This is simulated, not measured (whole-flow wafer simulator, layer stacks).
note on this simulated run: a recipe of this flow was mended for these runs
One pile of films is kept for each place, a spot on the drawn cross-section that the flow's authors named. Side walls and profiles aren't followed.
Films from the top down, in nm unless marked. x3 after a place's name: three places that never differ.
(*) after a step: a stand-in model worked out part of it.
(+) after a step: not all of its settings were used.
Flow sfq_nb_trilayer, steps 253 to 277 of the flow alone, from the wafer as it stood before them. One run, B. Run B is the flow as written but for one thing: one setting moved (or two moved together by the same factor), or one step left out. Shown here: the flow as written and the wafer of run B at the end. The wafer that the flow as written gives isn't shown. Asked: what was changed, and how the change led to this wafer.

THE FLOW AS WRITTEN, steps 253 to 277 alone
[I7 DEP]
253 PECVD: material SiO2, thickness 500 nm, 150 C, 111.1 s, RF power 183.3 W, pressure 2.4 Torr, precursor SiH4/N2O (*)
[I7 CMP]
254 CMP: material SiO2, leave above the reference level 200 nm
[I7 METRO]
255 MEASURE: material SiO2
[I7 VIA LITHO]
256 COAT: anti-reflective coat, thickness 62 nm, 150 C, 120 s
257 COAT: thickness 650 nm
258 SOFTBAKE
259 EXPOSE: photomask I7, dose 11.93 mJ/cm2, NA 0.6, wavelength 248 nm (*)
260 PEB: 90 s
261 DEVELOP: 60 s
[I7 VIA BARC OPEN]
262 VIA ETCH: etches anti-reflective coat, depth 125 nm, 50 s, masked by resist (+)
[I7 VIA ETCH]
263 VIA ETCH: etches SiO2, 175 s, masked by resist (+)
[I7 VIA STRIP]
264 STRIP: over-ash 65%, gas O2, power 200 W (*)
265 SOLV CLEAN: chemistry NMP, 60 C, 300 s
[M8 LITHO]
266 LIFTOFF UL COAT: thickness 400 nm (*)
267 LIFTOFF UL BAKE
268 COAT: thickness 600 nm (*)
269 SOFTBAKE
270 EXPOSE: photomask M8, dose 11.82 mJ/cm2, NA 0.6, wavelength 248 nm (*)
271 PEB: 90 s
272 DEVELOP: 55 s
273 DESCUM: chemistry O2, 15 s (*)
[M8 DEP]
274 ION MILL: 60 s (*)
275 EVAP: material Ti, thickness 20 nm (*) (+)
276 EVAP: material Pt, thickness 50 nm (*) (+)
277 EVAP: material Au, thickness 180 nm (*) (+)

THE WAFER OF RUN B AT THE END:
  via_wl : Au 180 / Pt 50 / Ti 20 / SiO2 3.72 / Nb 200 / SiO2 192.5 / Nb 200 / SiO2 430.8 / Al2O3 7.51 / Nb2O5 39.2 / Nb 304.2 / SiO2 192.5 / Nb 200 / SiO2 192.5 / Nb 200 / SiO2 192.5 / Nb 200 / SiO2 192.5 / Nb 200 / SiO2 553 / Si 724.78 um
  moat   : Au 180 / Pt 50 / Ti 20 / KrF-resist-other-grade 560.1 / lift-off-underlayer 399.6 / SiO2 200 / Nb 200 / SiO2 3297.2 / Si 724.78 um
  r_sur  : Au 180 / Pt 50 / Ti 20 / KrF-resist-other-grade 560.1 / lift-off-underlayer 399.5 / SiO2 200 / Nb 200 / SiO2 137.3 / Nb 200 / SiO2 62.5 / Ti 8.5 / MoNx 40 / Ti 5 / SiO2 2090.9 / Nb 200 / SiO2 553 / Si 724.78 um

The cause: step 263, VIA ETCH: 127 s was run, where the flow has 175 s.

How the change led to this, step by step:
  263 VIA ETCH: etches SiO2, 175 s, masked by resist (+)
      via_wl, via_w, via_wr: SiO2 -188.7 (as written it would be: SiO2 -199.7 (all of it), Nb -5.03)
      field_l, v_sur, via_sp and 100 more: KrF-resist-other-grade -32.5 (as written it would be: KrF-resist-other-grade -44.8)
  264 STRIP: over-ash 65%, gas O2, power 200 W (*)
      field_l, v_sur, via_sp and 100 more: KrF-resist-other-grade -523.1 (all of it), anti-reflective coat -62 (all of it) (as written it would be: KrF-resist-other-grade -510.8 (all of it), anti-reflective coat -62 (all of it))
  266 LIFTOFF UL COAT: thickness 400 nm (*)
      via_wl, via_wr: lift-off-underlayer +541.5 (new film) (as written it would be: lift-off-underlayer +553.5 (new film))
      via_w: lift-off-underlayer +528.9 (new film) (as written it would be: lift-off-underlayer +539.8 (new film))
  272 DEVELOP: 55 s
      via_wl: KrF-resist-other-grade -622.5 (all of it), lift-off-underlayer -541.5 (all of it) (as written it would be: KrF-resist-other-grade -624.5 (all of it), lift-off-underlayer -553.5 (all of it))
      via_w: KrF-resist-other-grade -633.4 (all of it), lift-off-underlayer -528.9 (all of it) (as written it would be: KrF-resist-other-grade -636.4 (all of it), lift-off-underlayer -539.8 (all of it))
      (and at 1 more place)
  274 ION MILL: 60 s (*)
      via_wl, via_w, via_wr: SiO2 -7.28 (as written it would be: Nb -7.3)
Counting metal films that touch as one body, via_wl has 8 bodies (between them, from the top down: SiO2 3.72; SiO2 192.5; SiO2 430.8 / Al2O3 7.51 / Nb2O5 39.2; SiO2 192.5; SiO2 192.5; SiO2 192.5; SiO2 192.5); the flow as written gives 7 bodies (between them, from the top down: SiO2 192.5; SiO2 430.8 / Al2O3 7.51 / Nb2O5 39.2; SiO2 192.5; SiO2 192.5; SiO2 192.5; SiO2 192.5).
